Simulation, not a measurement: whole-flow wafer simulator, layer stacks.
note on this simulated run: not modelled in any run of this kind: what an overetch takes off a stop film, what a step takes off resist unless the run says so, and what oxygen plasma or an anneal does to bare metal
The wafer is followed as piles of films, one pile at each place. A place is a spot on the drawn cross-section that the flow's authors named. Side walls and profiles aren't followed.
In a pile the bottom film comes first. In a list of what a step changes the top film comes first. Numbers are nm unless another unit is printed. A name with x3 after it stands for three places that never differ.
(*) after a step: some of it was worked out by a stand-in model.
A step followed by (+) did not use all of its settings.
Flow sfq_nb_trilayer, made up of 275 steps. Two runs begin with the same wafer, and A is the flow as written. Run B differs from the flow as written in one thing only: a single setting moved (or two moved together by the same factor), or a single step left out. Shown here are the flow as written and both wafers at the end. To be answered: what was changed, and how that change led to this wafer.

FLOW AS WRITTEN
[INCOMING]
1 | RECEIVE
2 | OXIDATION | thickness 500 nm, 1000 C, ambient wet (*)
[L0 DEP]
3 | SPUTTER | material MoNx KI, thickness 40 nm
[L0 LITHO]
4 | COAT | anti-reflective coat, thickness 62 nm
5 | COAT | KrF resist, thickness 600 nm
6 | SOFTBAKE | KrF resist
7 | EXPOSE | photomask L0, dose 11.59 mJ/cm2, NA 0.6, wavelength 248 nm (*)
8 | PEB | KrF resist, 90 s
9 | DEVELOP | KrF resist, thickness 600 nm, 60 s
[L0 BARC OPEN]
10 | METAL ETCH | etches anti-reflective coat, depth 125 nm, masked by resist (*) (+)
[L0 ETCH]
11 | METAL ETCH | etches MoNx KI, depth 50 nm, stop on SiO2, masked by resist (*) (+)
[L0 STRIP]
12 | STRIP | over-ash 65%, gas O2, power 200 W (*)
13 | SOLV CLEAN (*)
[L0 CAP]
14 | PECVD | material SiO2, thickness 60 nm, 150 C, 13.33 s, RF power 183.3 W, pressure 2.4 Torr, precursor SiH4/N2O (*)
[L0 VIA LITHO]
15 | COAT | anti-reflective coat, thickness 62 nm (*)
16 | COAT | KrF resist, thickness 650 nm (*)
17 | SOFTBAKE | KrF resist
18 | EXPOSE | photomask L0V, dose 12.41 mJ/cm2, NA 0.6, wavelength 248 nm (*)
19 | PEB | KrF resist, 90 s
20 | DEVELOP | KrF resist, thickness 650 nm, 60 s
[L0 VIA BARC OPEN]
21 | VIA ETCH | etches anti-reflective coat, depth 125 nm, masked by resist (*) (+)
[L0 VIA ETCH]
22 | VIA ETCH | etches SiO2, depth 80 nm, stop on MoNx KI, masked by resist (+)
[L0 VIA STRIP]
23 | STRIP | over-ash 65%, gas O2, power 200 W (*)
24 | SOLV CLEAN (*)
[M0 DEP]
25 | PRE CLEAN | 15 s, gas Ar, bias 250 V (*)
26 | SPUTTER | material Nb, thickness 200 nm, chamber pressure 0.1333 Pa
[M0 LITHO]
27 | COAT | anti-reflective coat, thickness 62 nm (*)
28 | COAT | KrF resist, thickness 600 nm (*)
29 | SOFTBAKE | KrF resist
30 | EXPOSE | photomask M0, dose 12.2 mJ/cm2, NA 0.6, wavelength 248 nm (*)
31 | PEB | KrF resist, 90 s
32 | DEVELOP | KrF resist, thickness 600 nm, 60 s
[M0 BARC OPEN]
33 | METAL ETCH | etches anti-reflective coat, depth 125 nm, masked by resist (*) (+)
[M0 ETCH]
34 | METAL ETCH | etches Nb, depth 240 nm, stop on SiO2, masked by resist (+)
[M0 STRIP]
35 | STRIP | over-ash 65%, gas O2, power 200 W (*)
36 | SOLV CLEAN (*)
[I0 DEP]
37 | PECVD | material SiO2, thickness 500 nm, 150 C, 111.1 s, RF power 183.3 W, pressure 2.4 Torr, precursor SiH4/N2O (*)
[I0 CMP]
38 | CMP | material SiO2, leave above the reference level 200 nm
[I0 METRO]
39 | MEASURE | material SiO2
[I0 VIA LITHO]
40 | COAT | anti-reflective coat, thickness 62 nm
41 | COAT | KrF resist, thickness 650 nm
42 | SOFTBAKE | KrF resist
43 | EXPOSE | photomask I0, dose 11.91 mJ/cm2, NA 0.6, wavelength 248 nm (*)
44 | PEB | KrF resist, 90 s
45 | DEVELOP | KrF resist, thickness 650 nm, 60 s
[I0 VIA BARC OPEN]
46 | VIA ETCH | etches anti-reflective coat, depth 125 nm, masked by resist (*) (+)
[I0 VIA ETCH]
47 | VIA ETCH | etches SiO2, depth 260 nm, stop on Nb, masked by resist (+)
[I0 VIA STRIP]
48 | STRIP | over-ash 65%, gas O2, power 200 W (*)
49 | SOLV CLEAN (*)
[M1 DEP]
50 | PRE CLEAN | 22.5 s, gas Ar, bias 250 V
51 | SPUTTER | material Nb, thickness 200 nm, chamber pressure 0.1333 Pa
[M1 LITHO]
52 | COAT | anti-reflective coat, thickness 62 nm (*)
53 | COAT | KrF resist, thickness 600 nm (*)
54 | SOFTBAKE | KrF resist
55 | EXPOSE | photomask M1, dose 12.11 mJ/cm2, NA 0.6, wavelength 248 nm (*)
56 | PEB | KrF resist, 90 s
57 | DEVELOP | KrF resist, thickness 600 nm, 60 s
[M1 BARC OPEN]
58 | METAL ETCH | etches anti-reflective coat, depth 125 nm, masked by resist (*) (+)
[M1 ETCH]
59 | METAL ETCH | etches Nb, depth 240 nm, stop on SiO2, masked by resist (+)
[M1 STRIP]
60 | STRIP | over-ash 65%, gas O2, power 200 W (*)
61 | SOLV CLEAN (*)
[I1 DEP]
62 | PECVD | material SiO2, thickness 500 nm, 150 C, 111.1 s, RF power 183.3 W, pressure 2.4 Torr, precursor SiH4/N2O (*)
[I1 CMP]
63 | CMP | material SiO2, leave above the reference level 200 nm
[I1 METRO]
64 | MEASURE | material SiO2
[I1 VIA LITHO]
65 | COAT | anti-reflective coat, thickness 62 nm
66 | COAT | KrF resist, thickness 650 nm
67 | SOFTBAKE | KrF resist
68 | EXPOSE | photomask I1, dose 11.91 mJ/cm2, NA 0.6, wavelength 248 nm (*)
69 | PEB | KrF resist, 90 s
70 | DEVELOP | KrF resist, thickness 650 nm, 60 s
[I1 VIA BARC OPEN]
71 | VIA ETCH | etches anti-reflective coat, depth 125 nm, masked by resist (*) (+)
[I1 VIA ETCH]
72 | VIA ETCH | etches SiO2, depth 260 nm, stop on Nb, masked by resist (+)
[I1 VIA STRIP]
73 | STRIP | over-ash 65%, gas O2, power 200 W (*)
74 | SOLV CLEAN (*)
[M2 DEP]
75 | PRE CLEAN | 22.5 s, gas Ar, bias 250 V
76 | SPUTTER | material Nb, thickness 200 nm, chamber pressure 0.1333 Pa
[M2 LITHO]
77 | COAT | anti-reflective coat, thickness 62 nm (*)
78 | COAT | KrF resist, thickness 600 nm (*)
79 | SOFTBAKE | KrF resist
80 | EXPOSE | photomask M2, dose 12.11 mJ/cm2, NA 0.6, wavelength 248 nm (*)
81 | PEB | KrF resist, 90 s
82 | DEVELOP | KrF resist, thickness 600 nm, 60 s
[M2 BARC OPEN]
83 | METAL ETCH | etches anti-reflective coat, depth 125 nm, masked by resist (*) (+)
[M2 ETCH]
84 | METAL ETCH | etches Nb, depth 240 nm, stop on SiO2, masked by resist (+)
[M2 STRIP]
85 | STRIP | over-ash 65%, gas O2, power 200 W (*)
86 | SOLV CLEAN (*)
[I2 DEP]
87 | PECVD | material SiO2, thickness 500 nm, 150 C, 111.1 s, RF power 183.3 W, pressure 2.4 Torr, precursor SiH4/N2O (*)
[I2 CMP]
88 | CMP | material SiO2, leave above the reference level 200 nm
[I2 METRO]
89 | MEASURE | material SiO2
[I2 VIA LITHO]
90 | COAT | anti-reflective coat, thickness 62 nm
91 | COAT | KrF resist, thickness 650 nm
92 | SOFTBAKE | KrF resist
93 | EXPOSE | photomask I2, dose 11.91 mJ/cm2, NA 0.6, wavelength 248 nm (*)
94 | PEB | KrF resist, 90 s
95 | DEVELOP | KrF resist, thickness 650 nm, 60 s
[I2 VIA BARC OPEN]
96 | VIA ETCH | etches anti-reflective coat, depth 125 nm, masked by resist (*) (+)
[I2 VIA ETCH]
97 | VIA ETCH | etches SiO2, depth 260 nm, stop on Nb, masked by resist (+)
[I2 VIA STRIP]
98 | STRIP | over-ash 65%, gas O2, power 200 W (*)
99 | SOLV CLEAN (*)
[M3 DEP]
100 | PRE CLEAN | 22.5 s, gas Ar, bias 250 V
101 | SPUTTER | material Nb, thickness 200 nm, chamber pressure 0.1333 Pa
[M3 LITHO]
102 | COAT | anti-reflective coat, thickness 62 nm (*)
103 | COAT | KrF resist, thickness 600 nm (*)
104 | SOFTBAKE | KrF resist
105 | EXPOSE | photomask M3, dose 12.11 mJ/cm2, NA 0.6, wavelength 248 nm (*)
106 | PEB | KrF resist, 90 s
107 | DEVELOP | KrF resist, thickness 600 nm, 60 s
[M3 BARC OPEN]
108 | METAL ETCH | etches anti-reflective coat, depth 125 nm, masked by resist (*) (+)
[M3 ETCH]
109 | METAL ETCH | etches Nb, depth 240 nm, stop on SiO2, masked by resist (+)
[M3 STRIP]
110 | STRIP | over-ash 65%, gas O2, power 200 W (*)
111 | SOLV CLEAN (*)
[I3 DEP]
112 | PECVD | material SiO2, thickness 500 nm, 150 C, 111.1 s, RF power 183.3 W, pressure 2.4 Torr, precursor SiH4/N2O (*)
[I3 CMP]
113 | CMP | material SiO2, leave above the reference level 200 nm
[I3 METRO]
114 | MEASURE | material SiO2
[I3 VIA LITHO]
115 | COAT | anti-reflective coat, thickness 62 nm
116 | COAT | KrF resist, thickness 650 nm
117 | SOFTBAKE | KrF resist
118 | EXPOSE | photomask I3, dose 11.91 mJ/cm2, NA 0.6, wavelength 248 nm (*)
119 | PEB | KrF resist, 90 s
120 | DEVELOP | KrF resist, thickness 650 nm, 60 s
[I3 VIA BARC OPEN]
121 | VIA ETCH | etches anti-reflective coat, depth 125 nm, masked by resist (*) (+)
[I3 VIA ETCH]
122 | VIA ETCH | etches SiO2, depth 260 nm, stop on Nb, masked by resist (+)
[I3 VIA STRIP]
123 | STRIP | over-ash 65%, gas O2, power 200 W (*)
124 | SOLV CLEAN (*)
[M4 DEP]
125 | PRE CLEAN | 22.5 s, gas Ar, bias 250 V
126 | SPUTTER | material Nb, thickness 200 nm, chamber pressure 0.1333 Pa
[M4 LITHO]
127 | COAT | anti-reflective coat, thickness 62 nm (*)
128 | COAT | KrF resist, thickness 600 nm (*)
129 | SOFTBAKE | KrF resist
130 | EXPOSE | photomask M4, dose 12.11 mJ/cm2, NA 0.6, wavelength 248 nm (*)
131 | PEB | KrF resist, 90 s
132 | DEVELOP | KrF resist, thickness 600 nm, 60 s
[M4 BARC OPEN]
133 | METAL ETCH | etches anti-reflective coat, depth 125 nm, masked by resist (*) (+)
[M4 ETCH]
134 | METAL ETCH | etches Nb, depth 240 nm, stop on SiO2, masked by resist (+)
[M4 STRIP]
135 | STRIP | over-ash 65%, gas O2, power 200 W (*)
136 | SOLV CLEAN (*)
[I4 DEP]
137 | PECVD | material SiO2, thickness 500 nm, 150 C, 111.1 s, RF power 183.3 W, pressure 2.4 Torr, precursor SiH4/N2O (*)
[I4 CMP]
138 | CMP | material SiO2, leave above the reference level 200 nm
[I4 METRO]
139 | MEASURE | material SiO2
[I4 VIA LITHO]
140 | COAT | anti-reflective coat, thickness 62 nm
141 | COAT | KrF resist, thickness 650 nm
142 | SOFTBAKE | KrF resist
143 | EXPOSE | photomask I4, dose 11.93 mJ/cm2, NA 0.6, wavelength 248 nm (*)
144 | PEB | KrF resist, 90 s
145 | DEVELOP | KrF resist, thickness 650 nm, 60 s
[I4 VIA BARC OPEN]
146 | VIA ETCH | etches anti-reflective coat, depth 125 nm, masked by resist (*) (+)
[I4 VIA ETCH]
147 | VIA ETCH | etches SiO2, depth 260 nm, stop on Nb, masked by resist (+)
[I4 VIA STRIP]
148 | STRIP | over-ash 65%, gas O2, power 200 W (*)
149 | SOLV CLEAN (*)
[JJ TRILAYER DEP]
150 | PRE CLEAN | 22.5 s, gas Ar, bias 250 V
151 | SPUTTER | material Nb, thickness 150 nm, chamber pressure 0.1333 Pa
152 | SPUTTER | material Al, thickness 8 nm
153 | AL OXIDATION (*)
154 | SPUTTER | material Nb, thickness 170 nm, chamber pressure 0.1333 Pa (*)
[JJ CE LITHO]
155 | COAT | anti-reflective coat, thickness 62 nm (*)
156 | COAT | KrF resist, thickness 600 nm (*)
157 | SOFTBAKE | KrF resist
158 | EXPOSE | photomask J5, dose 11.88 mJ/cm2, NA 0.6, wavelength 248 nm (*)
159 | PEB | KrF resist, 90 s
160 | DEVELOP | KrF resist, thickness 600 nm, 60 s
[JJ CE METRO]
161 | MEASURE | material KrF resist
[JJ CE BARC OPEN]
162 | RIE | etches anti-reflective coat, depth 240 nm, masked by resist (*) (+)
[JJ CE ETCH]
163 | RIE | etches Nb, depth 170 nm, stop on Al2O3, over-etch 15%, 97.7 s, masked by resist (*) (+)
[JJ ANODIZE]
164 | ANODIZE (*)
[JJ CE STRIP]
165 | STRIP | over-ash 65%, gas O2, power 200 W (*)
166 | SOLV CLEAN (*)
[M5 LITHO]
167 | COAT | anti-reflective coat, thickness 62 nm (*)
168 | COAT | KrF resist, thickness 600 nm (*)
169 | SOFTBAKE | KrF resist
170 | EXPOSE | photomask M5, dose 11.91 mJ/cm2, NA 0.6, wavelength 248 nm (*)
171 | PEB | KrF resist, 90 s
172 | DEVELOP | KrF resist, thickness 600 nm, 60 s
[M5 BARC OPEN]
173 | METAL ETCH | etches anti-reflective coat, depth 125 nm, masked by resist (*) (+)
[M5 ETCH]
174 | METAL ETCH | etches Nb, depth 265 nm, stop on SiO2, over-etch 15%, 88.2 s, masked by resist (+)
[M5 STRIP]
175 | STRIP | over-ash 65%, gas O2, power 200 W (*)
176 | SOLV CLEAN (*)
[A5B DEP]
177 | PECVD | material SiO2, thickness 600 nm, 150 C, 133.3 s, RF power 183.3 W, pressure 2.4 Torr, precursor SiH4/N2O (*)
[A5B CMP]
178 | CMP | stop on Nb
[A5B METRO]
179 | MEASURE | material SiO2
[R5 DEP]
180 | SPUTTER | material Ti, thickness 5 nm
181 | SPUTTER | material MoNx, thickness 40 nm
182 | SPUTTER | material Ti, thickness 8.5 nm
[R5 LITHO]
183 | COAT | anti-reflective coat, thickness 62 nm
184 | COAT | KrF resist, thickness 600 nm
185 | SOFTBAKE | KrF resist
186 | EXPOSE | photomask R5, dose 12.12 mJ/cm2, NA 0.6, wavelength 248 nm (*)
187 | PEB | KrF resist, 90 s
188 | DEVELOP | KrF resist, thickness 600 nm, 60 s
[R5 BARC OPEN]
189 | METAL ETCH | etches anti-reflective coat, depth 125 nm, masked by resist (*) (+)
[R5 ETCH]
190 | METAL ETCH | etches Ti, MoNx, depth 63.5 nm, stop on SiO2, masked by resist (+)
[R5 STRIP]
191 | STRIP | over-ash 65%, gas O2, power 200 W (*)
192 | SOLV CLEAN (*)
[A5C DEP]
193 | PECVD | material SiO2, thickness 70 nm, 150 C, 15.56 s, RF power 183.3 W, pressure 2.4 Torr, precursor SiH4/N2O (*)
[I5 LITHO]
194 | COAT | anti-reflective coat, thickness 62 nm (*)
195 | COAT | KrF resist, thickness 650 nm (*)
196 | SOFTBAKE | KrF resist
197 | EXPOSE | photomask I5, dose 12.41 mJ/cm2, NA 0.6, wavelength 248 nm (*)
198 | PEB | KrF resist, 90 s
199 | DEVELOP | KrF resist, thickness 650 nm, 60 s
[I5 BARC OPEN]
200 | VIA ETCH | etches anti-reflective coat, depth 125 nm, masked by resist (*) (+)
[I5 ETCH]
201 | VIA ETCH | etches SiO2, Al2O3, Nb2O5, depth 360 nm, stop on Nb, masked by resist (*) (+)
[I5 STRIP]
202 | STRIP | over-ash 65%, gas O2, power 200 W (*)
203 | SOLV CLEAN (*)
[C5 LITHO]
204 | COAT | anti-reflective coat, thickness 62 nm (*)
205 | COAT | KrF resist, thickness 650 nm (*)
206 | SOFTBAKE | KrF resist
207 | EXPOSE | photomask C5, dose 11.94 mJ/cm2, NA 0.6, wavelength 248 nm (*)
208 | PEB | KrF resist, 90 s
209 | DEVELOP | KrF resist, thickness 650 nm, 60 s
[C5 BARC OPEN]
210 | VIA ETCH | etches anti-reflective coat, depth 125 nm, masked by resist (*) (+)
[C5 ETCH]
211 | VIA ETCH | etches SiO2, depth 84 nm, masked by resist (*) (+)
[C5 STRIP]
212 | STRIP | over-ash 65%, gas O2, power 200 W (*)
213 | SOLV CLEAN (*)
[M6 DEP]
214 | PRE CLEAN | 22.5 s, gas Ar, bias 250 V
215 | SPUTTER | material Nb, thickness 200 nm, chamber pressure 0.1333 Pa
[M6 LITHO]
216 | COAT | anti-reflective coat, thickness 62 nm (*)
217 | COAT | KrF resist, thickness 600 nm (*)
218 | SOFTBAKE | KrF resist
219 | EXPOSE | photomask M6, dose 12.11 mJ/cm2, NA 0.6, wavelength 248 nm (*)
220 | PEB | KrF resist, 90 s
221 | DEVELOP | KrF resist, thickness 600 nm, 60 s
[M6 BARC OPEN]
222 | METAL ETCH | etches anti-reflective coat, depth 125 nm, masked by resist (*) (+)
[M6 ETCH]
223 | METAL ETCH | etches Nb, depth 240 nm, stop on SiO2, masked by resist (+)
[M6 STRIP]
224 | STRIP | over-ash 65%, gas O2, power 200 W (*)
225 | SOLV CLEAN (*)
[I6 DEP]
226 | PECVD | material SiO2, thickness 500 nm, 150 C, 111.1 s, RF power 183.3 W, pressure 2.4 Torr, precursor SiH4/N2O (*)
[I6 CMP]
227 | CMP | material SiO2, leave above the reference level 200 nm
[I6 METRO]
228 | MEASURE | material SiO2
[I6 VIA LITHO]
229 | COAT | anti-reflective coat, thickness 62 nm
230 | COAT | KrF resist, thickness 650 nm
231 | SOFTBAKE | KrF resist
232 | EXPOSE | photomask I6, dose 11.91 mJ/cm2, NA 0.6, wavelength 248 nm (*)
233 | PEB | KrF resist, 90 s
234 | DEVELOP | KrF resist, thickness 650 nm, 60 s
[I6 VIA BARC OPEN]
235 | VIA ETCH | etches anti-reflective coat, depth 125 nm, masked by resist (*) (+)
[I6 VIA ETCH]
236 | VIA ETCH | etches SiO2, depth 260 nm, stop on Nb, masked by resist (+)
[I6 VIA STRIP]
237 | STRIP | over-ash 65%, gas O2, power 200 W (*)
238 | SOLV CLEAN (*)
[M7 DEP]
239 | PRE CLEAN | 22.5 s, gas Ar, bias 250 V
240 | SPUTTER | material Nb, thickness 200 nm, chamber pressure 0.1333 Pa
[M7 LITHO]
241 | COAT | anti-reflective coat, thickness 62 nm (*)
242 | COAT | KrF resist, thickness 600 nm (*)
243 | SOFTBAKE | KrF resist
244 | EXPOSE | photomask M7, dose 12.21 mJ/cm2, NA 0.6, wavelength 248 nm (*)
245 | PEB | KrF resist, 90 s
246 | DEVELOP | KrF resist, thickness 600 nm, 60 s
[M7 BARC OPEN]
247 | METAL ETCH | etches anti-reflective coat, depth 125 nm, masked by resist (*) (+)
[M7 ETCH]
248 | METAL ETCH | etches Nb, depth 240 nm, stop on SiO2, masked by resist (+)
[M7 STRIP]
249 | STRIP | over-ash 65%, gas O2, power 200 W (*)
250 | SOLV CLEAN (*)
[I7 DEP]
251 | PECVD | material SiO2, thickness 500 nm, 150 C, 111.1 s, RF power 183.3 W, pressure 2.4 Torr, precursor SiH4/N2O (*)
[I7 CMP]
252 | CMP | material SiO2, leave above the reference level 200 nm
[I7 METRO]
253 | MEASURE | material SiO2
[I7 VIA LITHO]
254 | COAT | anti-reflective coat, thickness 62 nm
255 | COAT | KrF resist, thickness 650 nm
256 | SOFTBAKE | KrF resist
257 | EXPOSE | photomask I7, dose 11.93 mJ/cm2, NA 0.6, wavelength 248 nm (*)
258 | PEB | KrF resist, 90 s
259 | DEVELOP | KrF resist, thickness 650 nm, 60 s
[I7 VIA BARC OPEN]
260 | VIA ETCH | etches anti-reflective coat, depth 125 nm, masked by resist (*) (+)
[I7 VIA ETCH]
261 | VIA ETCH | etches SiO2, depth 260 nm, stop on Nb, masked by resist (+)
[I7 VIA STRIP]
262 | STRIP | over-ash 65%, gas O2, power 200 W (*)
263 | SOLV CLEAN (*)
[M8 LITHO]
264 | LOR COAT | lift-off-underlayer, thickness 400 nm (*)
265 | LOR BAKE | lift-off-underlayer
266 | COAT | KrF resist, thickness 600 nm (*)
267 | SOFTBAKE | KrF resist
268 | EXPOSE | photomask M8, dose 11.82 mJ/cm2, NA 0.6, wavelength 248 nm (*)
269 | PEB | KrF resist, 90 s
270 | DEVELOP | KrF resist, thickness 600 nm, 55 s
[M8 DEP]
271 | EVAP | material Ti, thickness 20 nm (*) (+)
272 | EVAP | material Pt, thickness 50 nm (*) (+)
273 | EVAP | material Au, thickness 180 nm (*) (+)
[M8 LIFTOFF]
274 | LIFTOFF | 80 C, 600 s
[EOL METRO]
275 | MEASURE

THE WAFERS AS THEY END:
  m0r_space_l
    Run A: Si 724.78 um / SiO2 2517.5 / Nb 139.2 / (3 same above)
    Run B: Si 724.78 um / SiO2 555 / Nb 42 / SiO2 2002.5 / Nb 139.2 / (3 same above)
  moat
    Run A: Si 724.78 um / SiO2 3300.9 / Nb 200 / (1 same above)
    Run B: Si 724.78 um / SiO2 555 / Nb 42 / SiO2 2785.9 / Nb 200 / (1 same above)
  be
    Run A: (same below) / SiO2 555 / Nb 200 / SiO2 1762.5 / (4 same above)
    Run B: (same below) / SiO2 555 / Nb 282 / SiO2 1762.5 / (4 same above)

The reason: step 26, SPUTTER: thickness 282 nm was run, while the flow as written has thickness 200 nm.
The wafer itself shows it: be has Nb 282, and step 26 as written asks for 200 nm.

Step by step, how the change led to this:
  26 | SPUTTER | material Nb, thickness 200 nm, chamber pressure 0.1333 Pa
      field_l, v_sur, via_wl and 102 more: A Nb gains 200 (new film) | B Nb gains 282 (new film)
      l0v: A Nb gains 195.7 (new film) | B Nb gains 277.9 (new film)
  34 | METAL ETCH | etches Nb, depth 240 nm, stop on SiO2, masked by resist (+)
      moat, m0r_space_l, m0r_space_r: A Nb loses 200 (all of it) | B Nb loses 240
  37 | PECVD | material SiO2, thickness 500 nm, 150 C, 111.1 s, RF power 183.3 W, pressure 2.4 Torr, precursor SiH4/N2O (*)
      moat, m0r_space_l, m0r_space_r: A SiO2 gains 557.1 | B SiO2 gains 597.1 (new film)
If metal films that touch count as one body, m0r_space_l has 2 bodies (between them, from the top down: SiO2 2002.5); the flow as written gives 1 body.
If metal films that touch count as one body, moat has 2 bodies (between them, from the top down: SiO2 2785.9); the flow as written gives 1 body.
